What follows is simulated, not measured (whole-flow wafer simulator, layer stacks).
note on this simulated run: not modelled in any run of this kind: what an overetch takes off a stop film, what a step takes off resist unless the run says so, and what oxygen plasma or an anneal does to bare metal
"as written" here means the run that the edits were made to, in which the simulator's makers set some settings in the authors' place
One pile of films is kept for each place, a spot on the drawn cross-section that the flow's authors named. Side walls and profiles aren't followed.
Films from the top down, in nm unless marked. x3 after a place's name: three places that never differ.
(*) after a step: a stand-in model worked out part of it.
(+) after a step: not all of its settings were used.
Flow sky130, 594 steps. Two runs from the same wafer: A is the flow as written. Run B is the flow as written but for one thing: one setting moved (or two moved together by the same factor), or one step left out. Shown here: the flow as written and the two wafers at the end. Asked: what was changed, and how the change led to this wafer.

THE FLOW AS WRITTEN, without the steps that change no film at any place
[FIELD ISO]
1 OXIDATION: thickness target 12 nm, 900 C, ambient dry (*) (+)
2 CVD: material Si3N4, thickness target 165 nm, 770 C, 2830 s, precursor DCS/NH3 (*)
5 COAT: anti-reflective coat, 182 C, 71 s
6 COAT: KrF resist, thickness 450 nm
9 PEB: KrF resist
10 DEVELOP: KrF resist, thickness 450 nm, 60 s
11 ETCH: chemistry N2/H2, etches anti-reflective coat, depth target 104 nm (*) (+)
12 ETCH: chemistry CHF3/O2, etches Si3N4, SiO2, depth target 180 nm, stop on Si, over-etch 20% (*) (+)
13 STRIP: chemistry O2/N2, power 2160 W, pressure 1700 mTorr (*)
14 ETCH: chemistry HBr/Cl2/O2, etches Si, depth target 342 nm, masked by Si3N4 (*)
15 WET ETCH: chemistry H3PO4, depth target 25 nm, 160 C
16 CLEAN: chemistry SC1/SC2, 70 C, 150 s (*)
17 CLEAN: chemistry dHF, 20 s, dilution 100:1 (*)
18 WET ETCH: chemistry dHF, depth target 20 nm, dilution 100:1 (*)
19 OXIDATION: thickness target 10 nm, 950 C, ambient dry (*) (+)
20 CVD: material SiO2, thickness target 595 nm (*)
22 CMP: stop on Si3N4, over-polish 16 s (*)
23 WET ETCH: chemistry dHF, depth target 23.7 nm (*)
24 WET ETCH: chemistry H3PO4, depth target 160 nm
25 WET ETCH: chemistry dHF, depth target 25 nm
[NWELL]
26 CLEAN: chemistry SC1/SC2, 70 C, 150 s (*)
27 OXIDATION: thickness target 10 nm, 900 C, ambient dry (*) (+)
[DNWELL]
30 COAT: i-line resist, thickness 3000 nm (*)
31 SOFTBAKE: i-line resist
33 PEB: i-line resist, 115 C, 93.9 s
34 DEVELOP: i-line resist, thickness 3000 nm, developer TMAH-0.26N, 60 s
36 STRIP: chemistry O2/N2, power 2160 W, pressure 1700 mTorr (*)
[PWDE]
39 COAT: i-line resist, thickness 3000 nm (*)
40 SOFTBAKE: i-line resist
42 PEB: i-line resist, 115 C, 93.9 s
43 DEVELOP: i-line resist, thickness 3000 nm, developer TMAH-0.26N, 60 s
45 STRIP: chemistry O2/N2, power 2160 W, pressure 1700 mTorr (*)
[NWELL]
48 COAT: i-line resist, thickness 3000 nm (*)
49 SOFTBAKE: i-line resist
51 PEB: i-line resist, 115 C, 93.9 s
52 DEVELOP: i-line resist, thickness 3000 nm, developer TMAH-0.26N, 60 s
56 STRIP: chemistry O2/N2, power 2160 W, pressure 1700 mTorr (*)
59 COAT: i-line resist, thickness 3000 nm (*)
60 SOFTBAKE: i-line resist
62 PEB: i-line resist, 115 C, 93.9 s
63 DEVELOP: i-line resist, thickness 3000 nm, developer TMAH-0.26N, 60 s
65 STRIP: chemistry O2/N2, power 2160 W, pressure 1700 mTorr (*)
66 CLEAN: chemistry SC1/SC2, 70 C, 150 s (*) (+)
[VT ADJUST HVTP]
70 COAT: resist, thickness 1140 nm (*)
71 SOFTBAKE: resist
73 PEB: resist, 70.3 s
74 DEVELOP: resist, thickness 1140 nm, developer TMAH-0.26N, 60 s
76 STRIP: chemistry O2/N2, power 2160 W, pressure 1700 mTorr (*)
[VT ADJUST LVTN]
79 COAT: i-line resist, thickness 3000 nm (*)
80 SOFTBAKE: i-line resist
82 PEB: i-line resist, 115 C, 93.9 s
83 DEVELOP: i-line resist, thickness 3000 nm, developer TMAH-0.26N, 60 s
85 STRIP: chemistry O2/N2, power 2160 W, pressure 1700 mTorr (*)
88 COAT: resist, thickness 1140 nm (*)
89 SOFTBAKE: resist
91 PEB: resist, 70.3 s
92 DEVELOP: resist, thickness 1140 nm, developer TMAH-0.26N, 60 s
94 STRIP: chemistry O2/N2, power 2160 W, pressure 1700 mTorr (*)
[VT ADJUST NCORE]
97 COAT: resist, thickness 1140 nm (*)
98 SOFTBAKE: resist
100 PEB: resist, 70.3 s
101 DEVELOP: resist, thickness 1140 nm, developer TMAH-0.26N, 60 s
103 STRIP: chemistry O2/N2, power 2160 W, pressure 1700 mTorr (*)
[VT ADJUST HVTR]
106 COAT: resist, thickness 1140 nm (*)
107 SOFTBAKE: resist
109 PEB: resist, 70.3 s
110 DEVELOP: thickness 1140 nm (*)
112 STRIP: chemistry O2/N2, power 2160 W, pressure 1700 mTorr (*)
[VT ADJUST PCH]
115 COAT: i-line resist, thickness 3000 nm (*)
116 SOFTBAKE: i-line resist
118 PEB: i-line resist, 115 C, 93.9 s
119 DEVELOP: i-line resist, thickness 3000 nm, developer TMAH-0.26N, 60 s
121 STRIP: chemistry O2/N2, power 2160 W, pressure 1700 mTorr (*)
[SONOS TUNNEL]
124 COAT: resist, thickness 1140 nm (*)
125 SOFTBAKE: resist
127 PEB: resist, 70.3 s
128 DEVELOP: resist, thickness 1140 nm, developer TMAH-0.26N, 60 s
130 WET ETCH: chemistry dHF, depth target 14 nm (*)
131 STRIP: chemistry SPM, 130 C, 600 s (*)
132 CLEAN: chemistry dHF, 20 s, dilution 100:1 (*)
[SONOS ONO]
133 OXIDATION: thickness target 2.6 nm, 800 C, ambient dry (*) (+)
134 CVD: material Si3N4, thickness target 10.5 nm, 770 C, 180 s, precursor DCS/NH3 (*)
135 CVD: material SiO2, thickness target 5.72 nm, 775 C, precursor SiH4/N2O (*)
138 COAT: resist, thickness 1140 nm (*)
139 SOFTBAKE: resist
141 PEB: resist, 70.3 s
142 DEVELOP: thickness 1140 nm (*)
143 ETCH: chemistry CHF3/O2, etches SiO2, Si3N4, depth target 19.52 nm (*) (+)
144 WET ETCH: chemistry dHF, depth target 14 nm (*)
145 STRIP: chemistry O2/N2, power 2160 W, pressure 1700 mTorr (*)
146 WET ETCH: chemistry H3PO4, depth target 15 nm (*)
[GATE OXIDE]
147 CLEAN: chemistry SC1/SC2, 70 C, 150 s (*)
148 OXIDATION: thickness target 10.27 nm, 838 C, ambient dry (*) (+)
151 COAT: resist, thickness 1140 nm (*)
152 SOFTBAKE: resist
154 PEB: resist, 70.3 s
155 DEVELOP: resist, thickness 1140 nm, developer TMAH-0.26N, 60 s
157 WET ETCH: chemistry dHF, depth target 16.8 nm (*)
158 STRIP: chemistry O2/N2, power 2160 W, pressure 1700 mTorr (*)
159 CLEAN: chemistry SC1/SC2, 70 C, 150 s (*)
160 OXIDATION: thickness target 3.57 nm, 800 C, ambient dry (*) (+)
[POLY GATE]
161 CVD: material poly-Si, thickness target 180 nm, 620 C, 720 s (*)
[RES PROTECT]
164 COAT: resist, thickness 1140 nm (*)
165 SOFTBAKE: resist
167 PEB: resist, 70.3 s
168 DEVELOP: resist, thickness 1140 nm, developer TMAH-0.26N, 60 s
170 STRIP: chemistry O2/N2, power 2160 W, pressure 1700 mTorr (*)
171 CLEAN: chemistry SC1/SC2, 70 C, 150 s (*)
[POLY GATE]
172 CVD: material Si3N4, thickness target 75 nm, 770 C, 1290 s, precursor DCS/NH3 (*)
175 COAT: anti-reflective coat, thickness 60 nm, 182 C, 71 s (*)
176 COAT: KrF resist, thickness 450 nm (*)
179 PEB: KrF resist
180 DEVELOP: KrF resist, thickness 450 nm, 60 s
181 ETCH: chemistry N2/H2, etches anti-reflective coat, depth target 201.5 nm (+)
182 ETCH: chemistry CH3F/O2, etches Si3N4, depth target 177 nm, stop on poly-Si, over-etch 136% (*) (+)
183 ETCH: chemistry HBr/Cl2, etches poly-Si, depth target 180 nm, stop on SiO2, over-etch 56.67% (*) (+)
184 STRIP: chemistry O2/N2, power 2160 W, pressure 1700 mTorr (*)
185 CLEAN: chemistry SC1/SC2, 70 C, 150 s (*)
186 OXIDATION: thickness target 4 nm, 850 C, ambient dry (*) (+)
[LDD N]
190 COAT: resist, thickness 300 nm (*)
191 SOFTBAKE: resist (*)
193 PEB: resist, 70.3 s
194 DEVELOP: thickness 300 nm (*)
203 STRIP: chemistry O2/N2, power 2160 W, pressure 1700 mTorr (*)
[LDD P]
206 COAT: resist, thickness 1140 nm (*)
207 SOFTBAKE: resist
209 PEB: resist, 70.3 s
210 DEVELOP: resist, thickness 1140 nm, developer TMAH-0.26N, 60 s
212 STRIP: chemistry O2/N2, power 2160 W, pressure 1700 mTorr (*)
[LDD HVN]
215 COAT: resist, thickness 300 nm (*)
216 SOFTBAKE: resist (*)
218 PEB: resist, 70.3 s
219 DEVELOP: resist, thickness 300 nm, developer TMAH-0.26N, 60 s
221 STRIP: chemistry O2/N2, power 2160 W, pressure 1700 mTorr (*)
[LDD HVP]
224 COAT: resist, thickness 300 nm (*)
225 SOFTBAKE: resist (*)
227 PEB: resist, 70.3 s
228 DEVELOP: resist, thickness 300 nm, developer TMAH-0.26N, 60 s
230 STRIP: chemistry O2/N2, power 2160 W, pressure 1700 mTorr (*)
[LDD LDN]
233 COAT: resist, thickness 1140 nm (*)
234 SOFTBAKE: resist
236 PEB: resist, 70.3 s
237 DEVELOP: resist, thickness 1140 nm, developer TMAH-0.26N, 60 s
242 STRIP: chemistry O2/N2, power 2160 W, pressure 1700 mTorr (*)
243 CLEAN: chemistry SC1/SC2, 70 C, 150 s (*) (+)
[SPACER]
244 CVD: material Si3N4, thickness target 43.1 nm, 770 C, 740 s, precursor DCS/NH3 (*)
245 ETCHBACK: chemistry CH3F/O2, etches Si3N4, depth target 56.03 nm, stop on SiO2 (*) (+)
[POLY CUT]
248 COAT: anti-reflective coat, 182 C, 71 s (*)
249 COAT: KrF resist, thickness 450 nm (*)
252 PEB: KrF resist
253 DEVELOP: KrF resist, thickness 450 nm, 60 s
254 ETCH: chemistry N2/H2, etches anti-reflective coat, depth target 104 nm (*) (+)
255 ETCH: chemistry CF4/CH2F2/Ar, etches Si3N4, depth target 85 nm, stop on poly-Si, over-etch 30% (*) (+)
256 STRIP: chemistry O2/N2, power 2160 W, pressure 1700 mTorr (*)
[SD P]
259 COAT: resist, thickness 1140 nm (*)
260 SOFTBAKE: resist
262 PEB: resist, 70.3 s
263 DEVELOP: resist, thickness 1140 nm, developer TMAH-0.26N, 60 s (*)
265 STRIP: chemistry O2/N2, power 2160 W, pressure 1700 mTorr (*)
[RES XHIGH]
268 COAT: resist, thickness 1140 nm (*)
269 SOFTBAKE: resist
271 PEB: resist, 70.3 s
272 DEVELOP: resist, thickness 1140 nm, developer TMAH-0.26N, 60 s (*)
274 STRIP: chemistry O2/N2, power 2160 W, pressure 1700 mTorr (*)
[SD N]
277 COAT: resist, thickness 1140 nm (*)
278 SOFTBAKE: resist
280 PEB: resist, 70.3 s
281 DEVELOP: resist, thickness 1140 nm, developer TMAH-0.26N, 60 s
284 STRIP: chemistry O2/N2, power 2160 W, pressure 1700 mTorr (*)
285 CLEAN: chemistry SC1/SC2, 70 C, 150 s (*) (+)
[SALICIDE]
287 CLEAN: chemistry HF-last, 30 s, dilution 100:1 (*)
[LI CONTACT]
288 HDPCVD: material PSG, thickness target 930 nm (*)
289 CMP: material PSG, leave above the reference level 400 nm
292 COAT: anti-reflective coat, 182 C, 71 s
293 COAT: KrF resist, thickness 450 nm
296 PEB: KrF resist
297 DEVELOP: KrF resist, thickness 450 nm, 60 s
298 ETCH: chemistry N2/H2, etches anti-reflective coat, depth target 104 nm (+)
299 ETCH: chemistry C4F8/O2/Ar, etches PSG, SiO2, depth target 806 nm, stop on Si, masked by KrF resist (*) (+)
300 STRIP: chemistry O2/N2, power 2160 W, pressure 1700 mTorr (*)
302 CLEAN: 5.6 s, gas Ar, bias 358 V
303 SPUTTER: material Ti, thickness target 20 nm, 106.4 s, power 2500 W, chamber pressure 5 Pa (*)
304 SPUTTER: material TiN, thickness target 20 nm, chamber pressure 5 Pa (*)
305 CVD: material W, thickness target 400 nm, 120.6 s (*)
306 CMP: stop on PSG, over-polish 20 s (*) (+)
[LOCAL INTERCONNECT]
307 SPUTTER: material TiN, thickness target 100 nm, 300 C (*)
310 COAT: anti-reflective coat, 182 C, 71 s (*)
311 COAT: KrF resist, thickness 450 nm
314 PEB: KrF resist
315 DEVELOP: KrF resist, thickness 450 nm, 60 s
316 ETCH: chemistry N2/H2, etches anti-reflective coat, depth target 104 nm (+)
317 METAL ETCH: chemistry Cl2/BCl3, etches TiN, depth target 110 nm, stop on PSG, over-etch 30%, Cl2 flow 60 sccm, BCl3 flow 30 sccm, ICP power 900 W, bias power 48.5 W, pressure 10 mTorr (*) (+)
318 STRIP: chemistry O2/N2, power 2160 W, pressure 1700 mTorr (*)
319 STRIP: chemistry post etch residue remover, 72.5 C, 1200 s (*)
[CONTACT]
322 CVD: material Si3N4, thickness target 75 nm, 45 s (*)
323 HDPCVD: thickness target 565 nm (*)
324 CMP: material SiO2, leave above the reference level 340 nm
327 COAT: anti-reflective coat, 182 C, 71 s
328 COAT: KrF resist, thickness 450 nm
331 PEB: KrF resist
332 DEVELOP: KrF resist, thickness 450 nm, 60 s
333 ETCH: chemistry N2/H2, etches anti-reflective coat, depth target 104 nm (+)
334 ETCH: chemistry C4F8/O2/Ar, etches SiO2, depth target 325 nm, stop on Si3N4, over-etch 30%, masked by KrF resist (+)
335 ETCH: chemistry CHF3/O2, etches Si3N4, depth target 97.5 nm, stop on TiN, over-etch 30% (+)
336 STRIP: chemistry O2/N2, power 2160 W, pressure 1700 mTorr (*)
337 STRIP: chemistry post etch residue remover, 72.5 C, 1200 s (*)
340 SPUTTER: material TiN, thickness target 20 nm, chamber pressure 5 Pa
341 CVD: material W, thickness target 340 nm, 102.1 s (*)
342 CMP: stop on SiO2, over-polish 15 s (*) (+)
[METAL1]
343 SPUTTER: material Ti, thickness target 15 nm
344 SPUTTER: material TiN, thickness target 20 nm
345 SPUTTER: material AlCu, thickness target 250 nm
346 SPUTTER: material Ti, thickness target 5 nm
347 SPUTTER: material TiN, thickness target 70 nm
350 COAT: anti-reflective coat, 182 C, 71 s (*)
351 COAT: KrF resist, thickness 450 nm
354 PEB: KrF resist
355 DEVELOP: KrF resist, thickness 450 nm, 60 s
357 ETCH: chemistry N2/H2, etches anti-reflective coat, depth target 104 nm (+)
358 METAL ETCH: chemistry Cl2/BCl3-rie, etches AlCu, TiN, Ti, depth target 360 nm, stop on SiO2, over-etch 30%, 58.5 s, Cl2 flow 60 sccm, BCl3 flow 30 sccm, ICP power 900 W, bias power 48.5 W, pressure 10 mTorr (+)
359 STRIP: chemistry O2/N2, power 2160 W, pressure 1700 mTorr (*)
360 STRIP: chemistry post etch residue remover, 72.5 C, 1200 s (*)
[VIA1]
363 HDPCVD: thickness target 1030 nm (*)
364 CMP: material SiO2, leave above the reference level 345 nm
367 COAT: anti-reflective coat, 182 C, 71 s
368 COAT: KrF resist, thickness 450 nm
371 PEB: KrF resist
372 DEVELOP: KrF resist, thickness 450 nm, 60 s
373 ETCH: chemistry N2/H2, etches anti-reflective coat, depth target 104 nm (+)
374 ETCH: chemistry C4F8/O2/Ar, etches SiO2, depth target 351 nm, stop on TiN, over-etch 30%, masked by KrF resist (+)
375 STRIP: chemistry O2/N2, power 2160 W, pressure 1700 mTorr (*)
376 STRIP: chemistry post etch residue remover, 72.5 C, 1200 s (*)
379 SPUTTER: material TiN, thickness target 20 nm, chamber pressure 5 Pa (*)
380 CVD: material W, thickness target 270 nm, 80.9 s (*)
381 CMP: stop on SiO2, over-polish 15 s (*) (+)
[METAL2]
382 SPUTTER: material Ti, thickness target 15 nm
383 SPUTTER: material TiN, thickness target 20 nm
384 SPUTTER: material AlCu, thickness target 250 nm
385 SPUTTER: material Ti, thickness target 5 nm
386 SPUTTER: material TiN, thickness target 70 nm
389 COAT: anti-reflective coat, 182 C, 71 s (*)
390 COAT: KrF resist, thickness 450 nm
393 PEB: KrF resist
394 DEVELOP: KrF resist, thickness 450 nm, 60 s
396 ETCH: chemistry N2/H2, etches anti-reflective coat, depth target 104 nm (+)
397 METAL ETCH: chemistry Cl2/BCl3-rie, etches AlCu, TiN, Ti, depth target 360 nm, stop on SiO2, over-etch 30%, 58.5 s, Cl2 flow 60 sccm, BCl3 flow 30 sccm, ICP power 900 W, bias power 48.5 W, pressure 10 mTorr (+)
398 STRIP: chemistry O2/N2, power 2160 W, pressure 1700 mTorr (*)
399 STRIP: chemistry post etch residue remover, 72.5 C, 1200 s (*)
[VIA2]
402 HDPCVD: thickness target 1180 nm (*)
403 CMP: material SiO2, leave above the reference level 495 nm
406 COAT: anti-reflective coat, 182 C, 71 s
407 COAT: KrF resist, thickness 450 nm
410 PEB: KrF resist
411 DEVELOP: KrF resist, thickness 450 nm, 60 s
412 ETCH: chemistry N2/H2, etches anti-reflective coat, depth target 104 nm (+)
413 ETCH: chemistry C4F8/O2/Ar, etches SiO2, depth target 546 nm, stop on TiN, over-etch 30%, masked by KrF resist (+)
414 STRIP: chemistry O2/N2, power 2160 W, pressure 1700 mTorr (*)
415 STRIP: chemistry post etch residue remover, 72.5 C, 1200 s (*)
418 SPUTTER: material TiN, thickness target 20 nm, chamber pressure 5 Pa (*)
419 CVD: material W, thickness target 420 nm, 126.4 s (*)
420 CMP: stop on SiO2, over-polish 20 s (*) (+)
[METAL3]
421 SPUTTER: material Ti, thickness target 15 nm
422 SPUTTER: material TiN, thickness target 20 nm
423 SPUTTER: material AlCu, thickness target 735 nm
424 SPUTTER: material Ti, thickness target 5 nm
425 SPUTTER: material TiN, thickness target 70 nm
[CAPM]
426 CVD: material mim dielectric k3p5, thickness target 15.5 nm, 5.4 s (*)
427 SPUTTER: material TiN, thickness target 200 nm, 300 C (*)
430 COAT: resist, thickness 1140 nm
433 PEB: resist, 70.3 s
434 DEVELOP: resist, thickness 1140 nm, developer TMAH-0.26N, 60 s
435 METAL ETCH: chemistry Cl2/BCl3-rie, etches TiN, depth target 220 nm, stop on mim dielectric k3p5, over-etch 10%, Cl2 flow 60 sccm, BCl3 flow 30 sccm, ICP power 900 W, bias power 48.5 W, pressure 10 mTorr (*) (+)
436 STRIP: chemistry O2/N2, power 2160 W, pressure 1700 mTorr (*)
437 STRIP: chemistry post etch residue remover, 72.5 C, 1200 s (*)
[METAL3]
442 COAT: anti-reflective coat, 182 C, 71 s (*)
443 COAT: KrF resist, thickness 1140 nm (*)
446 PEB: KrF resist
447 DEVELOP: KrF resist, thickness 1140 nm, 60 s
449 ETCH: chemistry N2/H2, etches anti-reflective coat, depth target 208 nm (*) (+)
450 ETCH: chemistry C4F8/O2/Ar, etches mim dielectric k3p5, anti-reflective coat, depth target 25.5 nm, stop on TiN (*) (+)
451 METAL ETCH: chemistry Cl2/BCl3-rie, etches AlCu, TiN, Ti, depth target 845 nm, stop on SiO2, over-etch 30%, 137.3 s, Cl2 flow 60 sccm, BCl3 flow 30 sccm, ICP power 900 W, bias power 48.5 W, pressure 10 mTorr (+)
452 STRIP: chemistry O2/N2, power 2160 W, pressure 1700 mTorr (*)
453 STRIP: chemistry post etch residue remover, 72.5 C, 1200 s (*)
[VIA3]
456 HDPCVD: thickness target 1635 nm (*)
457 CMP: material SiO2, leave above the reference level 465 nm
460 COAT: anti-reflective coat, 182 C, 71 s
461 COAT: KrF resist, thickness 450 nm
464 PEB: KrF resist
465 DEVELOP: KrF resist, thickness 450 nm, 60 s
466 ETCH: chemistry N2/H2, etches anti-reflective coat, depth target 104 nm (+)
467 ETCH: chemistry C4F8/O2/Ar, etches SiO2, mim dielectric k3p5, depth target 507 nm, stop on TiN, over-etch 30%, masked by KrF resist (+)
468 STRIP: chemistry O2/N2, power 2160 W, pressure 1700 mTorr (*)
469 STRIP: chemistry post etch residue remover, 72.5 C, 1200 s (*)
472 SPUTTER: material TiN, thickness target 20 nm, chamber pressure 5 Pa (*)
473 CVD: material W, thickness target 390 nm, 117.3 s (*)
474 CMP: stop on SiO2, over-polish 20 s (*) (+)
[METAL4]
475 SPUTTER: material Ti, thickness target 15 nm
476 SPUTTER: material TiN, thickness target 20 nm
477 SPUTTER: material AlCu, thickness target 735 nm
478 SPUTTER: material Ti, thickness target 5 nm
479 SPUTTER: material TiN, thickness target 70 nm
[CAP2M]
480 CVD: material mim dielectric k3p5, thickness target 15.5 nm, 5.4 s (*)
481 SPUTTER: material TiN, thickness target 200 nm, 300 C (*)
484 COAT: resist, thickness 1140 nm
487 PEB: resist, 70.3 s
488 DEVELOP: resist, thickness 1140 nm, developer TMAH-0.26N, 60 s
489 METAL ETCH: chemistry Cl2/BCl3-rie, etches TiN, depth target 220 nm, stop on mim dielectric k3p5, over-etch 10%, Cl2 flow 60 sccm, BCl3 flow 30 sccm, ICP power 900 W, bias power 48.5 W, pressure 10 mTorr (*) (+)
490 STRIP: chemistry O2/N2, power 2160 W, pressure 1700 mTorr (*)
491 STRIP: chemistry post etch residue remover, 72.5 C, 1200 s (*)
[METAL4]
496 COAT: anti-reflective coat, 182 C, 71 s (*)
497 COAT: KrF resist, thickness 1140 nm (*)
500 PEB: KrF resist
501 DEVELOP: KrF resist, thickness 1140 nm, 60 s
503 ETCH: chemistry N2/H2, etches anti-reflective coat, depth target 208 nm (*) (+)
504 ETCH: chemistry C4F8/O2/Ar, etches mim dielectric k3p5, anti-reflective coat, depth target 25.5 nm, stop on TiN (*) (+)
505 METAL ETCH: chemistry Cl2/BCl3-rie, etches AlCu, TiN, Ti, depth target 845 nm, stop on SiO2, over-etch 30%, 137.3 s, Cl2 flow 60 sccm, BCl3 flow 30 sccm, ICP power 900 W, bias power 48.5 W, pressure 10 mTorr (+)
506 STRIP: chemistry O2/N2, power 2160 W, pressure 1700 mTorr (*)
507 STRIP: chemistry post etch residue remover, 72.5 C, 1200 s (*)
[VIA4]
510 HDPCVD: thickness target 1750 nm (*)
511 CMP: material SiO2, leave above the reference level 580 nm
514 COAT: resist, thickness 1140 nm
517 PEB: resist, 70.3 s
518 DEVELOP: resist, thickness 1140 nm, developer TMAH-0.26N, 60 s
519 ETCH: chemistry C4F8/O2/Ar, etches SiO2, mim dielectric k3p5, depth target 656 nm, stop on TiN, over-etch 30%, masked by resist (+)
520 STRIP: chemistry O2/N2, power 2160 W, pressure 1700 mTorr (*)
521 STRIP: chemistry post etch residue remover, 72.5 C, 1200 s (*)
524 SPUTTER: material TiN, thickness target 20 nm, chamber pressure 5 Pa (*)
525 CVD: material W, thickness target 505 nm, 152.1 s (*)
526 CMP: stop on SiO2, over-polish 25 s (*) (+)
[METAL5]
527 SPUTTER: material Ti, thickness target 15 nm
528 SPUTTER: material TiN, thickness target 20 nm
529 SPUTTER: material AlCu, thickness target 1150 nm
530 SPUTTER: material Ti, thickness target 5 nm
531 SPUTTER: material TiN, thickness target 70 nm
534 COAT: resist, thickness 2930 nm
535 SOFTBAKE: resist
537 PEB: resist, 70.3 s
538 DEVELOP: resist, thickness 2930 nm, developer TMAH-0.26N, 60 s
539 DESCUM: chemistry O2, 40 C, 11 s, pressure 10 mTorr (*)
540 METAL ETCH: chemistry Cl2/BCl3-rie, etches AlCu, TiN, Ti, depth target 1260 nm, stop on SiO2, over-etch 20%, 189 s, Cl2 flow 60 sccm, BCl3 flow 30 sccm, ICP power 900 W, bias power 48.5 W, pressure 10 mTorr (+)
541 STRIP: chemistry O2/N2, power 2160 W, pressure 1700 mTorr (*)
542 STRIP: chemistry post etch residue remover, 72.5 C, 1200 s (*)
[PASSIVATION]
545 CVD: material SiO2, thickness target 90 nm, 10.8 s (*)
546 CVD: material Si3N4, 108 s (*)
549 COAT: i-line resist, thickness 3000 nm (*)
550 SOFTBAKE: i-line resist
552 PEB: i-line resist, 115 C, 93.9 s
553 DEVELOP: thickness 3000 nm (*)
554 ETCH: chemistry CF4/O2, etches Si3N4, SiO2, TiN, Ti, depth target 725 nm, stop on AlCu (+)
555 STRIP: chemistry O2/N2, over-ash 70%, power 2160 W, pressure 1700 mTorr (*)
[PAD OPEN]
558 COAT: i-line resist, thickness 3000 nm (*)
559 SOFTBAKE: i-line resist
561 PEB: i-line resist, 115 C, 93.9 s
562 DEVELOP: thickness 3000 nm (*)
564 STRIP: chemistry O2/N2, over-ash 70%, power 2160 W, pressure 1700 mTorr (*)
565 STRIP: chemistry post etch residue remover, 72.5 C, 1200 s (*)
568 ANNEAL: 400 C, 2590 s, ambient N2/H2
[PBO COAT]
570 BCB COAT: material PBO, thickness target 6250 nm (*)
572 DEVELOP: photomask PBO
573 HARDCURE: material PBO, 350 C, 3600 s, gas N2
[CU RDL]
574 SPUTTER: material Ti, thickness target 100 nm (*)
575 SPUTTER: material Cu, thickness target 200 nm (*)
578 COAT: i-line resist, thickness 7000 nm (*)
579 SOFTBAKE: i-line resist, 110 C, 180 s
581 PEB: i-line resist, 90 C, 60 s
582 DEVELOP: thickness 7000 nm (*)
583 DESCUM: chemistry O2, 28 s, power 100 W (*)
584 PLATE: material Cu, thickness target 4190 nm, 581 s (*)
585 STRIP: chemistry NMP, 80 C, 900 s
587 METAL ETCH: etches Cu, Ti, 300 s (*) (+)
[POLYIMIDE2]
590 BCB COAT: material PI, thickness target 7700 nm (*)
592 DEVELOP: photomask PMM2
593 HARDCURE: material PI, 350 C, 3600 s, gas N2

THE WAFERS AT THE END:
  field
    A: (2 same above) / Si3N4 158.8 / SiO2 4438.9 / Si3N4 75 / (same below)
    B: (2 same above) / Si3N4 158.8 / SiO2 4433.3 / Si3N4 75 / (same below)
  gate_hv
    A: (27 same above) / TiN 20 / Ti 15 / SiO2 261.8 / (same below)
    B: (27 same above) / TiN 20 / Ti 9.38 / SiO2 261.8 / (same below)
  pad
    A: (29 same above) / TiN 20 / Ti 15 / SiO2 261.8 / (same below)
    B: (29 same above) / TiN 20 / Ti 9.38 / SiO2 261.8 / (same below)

The cause: step 343, SPUTTER: thickness target 9.38 nm was run, where the flow has thickness target 15 nm.
It can be read off the wafer: gate_hv has Ti 9.38, and step 343 as written asks for 15 nm.

How the change led to this, step by step:
  343 SPUTTER: material Ti, thickness target 15 nm
      field, active, n_well and 188 more: A Ti +15 (new film) | B Ti +9.38 (new film)
  358 METAL ETCH: chemistry Cl2/BCl3-rie, etches AlCu, TiN, Ti, depth target 360 nm, stop on SiO2, over-etch 30%, 58.5 s, Cl2 flow 60 sccm, BCl3 flow 30 sccm, ICP power 900 W, bias power 48.5 W, pressure 10 mTorr (+)
      field, active, gate and 81 more: A TiN -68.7 (all of it), Ti -5 (all of it), AlCu -250 (all of it), TiN -20 (all of it), Ti -15 (all of it), SiO2 -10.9 | B TiN -68.7 (all of it), Ti -5 (all of it), AlCu -250 (all of it), TiN -20 (all of it), Ti -9.38 (all of it), SiO2 -11.5
